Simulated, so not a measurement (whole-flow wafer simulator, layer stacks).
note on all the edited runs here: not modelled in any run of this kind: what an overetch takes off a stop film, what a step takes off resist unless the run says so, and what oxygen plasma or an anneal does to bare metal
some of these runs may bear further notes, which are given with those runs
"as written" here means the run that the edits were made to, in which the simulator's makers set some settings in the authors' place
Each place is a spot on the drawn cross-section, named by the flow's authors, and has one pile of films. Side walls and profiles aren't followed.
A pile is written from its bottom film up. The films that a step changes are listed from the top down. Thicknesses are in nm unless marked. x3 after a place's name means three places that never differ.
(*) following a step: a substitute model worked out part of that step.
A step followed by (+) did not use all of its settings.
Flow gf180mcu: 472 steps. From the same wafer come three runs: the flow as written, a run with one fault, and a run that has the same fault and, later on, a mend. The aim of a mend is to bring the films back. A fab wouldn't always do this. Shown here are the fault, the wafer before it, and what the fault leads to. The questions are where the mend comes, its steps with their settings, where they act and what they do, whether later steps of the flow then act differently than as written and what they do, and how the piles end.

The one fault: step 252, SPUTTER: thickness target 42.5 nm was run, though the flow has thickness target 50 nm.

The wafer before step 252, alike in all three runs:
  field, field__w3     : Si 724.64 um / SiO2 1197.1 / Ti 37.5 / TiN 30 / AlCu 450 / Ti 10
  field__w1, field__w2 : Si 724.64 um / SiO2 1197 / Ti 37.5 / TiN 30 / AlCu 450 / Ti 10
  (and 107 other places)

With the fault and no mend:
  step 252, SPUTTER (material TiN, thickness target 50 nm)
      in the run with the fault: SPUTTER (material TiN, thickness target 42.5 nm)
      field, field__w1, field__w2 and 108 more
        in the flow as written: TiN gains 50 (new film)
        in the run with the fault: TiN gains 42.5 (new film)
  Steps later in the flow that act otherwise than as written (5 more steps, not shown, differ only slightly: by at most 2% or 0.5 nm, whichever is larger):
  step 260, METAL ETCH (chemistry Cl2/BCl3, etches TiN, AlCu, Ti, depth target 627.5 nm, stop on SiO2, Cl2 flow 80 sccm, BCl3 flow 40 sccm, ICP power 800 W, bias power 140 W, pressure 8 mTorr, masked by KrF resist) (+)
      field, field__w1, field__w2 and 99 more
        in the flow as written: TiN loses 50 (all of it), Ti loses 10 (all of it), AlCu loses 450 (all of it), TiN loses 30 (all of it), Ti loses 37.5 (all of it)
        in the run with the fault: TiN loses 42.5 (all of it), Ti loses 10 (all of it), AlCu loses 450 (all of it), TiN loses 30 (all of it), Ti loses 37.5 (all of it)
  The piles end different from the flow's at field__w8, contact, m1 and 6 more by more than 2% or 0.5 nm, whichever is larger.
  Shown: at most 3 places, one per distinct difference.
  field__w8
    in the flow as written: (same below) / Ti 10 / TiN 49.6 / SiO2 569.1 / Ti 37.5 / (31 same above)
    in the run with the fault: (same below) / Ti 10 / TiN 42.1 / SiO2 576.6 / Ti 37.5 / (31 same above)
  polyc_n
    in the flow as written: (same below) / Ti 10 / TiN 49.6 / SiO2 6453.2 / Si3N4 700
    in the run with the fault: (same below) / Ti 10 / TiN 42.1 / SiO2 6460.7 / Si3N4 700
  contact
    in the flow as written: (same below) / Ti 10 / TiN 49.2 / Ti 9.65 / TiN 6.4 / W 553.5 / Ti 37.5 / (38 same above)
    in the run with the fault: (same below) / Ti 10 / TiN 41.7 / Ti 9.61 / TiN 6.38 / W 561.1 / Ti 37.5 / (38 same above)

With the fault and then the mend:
  The mend follows step 259.
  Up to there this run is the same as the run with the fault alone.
  step 259a, STRIP (chemistry O2/N2, power 2160 W, pressure 1700 mTorr) (*)
      field__w8, contact, m1 and 6 more
        KrF resist loses 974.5 (all of it)
  step 259b, SPUTTER (material TiN, thickness target 7.5 nm) (the flow's step 252, run once more with other settings)
      field, field__w1, field__w2 and 108 more
        TiN gains 7.5
  step 259c, HMDS (120 C, 60 s) (the flow's step 254, run once more)
      leaves every film unchanged at each place that is followed
  step 259d, COAT (KrF resist, thickness 1000 nm) (the flow's step 255, run once more)
      field, field__w1, field__w2 and 108 more
        KrF resist gains 1000 (new film)
  step 259e, SOFTBAKE (KrF resist) (the flow's step 256, run once more)
      leaves every film unchanged at each place that is followed
  step 259f, EXPOSE (photomask Metal1) (the flow's step 257, run once more)
      leaves every film unchanged at each place that is followed
  step 259g, PEB (KrF resist, 135 C, 90 s) (the flow's step 258, run once more)
      field, field__w1, field__w2 and 108 more
        KrF resist loses 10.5
  step 259h, DEVELOP (thickness 1000 nm, 60 s) (the flow's step 259, run once more)
      field, field__w1, field__w2 and 99 more
        KrF resist loses 989.5 (all of it)
      field__w8, contact, m1 and 6 more
        KrF resist loses 14.9
  Every later step of the flow that is run acts as written at every place that is followed.
  The piles end the same as the flow's at every place that both follow.
